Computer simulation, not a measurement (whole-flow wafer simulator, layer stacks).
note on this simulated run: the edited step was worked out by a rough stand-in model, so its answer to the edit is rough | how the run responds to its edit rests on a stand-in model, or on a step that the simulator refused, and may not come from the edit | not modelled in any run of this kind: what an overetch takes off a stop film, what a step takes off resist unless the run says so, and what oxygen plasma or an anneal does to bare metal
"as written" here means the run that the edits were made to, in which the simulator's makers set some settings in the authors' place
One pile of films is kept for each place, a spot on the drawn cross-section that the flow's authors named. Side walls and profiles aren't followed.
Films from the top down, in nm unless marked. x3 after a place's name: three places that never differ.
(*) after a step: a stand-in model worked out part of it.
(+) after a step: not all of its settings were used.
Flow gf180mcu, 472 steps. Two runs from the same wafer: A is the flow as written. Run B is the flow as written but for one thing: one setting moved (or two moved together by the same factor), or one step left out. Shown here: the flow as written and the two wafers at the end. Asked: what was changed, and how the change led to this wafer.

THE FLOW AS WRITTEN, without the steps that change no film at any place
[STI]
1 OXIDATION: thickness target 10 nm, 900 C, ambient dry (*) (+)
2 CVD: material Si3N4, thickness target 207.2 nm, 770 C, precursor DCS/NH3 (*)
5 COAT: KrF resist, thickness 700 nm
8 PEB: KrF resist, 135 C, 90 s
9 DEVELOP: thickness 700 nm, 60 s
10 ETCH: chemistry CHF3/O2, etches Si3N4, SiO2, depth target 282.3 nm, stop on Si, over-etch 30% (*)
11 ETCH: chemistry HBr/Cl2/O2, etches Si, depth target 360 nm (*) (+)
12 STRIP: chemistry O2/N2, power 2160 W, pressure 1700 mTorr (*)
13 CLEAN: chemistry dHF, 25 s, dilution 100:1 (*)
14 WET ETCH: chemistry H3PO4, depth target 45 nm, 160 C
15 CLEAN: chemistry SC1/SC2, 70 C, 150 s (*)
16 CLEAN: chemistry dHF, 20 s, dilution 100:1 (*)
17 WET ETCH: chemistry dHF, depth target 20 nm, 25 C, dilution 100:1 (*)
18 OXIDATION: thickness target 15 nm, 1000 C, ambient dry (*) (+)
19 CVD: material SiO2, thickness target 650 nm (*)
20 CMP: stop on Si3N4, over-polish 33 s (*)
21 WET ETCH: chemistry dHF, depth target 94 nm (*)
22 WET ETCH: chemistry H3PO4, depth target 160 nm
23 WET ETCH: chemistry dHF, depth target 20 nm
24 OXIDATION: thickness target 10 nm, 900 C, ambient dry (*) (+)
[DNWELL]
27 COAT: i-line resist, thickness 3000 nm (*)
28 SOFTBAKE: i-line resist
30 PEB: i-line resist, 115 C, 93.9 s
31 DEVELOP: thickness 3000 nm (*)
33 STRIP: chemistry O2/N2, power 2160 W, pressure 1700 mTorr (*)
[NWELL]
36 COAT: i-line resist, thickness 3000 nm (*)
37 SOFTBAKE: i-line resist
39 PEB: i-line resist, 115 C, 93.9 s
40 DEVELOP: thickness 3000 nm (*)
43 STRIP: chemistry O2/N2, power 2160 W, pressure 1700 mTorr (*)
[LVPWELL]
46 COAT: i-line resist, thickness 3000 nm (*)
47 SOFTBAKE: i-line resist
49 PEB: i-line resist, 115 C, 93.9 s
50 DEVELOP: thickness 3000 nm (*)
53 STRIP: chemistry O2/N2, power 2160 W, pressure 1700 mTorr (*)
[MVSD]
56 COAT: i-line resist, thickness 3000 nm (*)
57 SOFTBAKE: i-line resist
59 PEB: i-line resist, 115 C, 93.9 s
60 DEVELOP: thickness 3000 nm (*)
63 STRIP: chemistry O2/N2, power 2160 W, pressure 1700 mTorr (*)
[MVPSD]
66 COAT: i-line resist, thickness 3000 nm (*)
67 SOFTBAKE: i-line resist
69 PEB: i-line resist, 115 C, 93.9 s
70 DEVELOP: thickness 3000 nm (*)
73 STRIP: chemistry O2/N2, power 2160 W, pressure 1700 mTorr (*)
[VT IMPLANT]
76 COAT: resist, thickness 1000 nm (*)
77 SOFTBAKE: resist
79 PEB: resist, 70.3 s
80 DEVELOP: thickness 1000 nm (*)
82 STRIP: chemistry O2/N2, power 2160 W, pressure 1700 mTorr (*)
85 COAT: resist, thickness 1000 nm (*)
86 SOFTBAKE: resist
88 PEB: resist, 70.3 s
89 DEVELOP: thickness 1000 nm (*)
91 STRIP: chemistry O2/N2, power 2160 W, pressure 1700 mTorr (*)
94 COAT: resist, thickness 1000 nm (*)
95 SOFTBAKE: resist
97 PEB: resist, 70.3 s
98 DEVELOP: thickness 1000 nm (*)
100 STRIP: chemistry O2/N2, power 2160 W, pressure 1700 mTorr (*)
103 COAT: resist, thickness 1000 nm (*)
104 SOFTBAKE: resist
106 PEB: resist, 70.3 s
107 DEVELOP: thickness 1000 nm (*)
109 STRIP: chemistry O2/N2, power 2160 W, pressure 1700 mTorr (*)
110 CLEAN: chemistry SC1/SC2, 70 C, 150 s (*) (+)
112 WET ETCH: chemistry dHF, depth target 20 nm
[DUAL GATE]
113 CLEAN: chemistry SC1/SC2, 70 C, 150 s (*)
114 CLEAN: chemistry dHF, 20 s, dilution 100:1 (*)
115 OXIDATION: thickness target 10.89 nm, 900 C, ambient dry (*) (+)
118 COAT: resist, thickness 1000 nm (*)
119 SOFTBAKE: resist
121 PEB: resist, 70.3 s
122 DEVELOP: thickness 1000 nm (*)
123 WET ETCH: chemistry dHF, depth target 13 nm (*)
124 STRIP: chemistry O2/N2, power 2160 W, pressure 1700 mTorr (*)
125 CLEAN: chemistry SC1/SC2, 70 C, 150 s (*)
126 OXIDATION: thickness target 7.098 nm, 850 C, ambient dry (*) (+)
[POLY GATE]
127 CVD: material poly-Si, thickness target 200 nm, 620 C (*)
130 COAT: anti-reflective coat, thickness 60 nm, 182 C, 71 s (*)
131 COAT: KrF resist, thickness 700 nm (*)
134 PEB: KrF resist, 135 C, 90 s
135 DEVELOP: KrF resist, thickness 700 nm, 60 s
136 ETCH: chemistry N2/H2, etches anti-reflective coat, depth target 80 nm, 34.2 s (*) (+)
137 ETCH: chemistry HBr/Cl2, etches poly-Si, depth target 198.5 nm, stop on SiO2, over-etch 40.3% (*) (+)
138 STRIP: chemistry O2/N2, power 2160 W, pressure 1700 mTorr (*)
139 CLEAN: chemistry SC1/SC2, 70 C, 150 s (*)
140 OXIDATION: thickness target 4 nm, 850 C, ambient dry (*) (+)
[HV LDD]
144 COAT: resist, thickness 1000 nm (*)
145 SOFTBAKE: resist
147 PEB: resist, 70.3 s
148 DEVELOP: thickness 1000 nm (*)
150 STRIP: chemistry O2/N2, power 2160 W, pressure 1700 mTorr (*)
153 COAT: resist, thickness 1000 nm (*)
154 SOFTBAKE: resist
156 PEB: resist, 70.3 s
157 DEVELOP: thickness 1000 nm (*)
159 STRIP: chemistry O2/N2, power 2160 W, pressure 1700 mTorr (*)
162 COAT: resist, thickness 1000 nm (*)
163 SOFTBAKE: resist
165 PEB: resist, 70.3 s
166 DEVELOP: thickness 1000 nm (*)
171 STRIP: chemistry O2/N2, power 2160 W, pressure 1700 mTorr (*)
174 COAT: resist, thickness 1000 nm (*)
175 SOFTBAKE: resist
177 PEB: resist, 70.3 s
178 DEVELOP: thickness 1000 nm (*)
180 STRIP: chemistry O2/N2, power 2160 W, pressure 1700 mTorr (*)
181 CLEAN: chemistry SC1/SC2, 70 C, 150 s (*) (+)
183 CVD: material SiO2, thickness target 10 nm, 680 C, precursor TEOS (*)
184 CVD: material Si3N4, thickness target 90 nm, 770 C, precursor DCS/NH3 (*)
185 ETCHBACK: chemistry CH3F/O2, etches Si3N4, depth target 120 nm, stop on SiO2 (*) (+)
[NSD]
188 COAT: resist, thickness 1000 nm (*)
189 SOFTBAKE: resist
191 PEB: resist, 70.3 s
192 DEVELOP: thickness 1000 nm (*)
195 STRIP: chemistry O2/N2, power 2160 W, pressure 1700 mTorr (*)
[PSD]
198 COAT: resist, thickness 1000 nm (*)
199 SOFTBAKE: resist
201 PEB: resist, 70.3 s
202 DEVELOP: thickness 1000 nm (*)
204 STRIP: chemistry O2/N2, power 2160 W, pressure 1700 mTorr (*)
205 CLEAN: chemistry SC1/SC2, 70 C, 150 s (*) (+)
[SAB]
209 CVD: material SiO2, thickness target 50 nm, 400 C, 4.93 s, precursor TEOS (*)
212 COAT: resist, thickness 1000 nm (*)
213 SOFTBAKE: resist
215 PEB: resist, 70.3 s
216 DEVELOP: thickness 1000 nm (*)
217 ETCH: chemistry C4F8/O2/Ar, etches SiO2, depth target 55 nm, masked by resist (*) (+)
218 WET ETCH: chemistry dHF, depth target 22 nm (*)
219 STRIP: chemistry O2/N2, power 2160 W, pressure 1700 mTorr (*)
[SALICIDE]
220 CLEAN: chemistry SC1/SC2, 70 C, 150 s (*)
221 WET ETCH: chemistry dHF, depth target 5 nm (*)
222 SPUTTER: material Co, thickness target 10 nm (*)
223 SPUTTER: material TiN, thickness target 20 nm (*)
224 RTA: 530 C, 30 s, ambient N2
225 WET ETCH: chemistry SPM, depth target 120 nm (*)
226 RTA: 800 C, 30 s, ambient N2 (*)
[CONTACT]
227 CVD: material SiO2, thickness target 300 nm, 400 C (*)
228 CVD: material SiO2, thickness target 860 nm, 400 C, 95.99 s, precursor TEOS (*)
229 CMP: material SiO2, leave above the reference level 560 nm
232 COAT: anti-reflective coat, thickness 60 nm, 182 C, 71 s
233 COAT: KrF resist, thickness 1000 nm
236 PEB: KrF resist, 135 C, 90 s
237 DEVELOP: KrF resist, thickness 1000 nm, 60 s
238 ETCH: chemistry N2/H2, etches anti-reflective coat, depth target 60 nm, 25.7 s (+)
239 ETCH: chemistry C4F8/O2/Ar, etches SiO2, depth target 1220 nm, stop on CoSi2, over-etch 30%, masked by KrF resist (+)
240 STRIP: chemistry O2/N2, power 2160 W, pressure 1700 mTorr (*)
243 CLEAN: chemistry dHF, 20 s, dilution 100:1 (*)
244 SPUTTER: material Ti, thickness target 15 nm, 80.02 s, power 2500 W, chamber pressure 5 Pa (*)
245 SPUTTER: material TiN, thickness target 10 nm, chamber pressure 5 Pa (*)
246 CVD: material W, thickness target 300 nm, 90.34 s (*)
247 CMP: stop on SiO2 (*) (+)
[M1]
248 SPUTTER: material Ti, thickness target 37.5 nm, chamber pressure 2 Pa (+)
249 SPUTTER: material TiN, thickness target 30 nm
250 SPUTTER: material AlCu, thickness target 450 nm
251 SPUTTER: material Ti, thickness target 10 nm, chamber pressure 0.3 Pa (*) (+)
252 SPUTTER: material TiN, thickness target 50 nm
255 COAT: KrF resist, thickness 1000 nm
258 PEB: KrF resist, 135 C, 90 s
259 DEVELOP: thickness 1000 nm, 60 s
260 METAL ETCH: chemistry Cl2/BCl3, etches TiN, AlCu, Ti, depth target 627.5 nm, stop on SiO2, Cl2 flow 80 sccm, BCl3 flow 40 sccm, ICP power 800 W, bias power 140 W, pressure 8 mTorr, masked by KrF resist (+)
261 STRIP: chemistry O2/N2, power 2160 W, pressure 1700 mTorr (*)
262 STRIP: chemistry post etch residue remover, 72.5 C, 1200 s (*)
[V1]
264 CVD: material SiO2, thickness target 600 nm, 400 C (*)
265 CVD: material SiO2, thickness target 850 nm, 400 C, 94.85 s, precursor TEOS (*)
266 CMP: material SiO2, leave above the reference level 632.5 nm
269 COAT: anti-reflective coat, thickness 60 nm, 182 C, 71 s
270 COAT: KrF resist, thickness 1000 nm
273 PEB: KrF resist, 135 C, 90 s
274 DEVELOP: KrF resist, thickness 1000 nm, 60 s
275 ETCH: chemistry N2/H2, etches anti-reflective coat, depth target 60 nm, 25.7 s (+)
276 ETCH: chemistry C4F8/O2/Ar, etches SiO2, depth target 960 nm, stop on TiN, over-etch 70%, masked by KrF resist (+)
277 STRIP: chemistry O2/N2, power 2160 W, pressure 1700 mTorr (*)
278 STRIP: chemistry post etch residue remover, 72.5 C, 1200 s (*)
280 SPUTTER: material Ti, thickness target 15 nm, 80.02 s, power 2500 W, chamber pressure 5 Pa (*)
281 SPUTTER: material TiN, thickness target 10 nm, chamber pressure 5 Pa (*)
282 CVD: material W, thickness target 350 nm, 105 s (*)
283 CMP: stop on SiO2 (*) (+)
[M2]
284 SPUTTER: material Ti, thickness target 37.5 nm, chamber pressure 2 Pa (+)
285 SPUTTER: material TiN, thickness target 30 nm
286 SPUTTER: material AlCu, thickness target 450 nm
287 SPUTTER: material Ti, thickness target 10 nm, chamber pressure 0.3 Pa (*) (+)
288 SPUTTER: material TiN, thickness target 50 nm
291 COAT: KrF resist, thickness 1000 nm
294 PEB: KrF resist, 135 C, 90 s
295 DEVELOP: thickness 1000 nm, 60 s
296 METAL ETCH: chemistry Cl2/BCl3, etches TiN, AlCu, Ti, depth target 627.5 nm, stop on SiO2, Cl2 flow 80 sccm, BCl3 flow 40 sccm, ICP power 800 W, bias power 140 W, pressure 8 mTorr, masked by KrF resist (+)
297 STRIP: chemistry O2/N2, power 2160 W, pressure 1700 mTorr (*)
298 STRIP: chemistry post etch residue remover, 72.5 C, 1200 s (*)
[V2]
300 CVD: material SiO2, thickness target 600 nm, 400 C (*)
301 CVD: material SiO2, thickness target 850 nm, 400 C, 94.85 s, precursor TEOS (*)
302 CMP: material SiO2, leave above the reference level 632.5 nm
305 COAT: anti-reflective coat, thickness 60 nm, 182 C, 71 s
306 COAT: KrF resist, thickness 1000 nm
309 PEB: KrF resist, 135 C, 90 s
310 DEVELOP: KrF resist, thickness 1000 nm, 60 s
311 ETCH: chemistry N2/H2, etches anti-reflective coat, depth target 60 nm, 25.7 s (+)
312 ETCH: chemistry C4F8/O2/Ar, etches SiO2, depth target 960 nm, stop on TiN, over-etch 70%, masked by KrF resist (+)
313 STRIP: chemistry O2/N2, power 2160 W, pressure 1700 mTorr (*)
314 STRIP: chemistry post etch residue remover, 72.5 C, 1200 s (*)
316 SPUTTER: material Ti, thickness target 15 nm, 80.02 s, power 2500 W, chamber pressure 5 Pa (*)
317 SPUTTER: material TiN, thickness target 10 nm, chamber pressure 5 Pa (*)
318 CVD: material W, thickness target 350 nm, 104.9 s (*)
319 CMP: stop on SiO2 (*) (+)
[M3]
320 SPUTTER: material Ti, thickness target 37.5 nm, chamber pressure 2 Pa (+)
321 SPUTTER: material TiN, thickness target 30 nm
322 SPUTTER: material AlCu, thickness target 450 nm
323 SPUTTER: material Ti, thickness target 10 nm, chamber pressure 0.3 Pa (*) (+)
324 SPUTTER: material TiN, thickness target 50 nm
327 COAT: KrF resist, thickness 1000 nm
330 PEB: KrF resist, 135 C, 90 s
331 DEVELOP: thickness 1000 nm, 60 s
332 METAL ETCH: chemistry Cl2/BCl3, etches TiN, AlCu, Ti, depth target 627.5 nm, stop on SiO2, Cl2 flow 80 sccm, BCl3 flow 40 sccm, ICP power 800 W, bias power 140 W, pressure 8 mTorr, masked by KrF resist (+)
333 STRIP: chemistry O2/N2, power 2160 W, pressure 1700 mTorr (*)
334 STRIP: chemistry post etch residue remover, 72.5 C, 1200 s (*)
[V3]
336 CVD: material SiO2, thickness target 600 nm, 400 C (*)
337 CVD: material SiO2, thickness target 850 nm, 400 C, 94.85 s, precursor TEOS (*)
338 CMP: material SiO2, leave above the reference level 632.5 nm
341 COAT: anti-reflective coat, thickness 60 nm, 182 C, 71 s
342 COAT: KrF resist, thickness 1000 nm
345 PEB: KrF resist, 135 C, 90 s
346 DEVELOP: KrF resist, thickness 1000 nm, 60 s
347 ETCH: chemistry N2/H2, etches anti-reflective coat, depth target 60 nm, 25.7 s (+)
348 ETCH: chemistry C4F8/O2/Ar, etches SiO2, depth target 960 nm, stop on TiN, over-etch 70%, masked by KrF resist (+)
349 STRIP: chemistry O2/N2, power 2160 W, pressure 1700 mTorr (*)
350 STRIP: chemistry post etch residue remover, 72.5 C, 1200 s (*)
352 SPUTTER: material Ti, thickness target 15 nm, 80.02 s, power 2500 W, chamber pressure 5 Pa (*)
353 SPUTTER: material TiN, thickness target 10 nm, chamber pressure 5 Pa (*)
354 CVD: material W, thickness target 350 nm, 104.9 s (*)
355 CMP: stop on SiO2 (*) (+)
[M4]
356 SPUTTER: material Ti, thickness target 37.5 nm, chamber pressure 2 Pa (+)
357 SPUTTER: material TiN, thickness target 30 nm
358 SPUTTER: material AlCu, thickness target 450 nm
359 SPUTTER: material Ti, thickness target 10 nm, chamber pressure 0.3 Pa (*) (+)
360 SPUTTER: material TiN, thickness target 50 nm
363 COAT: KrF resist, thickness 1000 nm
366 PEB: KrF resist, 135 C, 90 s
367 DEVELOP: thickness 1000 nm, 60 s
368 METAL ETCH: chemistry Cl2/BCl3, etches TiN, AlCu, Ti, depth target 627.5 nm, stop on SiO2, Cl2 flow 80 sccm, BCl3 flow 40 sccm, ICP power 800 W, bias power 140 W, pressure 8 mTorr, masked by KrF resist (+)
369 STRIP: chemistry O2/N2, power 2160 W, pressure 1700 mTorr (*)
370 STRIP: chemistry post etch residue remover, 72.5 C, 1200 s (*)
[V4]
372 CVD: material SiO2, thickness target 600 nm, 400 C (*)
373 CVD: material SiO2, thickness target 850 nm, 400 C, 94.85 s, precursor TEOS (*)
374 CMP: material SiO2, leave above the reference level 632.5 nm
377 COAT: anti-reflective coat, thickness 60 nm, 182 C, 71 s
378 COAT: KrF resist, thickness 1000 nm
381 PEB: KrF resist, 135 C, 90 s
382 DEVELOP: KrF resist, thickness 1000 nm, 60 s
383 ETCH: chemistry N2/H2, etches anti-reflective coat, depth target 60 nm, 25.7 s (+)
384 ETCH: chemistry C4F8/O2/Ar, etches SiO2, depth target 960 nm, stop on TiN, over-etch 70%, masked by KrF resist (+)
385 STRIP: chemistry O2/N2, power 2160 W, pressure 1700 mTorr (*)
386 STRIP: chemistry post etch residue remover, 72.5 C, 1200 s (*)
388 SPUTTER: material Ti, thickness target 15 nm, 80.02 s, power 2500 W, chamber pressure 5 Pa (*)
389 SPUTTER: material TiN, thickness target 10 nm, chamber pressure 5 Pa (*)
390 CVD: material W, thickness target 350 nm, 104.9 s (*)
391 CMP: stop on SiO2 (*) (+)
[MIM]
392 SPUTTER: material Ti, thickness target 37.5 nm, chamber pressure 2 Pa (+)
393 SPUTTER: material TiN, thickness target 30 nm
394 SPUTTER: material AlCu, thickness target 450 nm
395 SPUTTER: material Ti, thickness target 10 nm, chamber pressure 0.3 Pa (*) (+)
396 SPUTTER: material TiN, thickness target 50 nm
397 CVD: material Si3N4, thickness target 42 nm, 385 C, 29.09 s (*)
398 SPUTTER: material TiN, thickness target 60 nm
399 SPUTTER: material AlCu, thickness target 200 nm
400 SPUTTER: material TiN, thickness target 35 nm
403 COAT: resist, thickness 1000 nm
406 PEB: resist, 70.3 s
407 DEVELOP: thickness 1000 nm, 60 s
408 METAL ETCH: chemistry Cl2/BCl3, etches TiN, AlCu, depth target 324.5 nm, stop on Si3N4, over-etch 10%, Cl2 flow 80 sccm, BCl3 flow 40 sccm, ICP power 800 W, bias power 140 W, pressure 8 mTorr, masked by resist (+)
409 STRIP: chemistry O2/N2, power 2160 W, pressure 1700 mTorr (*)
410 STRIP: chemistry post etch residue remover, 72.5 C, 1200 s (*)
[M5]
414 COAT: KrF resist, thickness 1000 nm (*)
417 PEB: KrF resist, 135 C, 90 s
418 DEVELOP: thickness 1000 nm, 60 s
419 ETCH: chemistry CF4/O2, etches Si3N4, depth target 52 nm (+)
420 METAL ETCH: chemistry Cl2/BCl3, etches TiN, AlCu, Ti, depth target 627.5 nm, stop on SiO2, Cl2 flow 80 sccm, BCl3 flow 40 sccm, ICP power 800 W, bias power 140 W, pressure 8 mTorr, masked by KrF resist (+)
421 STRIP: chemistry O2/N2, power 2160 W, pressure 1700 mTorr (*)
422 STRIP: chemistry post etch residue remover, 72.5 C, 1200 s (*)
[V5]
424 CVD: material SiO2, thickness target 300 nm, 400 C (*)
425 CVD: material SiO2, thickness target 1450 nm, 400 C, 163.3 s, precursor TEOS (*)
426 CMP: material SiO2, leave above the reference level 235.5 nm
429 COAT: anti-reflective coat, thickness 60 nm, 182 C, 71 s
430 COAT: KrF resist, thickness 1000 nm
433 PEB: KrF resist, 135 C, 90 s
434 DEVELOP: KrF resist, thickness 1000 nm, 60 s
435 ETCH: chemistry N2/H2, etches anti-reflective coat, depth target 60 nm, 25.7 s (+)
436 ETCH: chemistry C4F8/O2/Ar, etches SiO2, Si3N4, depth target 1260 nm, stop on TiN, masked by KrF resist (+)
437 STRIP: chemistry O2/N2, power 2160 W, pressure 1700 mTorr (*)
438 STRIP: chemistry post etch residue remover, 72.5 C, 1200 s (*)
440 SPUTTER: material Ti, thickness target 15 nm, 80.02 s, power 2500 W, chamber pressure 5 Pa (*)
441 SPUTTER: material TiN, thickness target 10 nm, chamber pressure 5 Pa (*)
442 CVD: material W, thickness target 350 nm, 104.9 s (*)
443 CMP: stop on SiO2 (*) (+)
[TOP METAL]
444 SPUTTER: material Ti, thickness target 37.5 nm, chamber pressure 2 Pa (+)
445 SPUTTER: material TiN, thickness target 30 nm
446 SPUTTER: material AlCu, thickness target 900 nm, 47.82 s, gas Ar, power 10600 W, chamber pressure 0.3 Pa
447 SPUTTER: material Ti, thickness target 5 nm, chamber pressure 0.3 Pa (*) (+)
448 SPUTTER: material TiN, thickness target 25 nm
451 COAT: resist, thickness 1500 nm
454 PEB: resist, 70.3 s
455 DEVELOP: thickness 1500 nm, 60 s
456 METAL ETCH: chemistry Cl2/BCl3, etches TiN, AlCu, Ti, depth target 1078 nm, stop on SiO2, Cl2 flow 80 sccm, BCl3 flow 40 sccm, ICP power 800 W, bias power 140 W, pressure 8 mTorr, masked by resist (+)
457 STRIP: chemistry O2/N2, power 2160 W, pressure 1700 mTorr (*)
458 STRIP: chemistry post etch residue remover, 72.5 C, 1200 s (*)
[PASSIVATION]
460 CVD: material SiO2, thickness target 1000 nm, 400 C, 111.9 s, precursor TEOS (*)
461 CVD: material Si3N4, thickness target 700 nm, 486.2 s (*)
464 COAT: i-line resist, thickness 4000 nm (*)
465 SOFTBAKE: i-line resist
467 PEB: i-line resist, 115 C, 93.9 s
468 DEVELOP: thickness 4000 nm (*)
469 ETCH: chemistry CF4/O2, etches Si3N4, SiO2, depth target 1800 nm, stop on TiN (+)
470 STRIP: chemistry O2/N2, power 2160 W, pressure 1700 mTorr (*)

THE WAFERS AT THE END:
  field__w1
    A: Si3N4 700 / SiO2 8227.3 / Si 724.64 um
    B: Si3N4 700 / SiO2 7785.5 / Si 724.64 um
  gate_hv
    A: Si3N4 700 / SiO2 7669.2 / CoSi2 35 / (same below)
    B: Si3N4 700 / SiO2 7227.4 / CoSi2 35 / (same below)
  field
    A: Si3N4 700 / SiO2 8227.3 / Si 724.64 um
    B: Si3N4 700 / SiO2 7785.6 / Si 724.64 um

The cause: step 460, CVD: thickness target 550 nm was run, where the flow has thickness target 1000 nm; step 460, CVD: 61.57 s was run, where the flow has 111.9 s.

How the change led to this, step by step:
  460 CVD: material SiO2, thickness target 1000 nm, 400 C, 111.9 s, precursor TEOS (*)
      field, field__w1, field__w2 and 103 more: A SiO2 +1000 | B SiO2 +558.3
      field__w8, contact, m1, m1__w1, pad, m1_nw: A SiO2 +1000 (new film) | B SiO2 +558.3 (new film)
  465 SOFTBAKE: i-line resist
      gate: A i-line resist +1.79 | B i-line resist -0.38
      ld_acc_p, ld_fp_p, ld_drift_p: A i-line resist +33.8 | B i-line resist +26.8
      (and at 57 more places)
  469 ETCH: chemistry CF4/O2, etches Si3N4, SiO2, depth target 1800 nm, stop on TiN (+)
      pad: A Si3N4 -700 (all of it), SiO2 -1000 (all of it) | B Si3N4 -700 (all of it), SiO2 -558.3 (all of it)
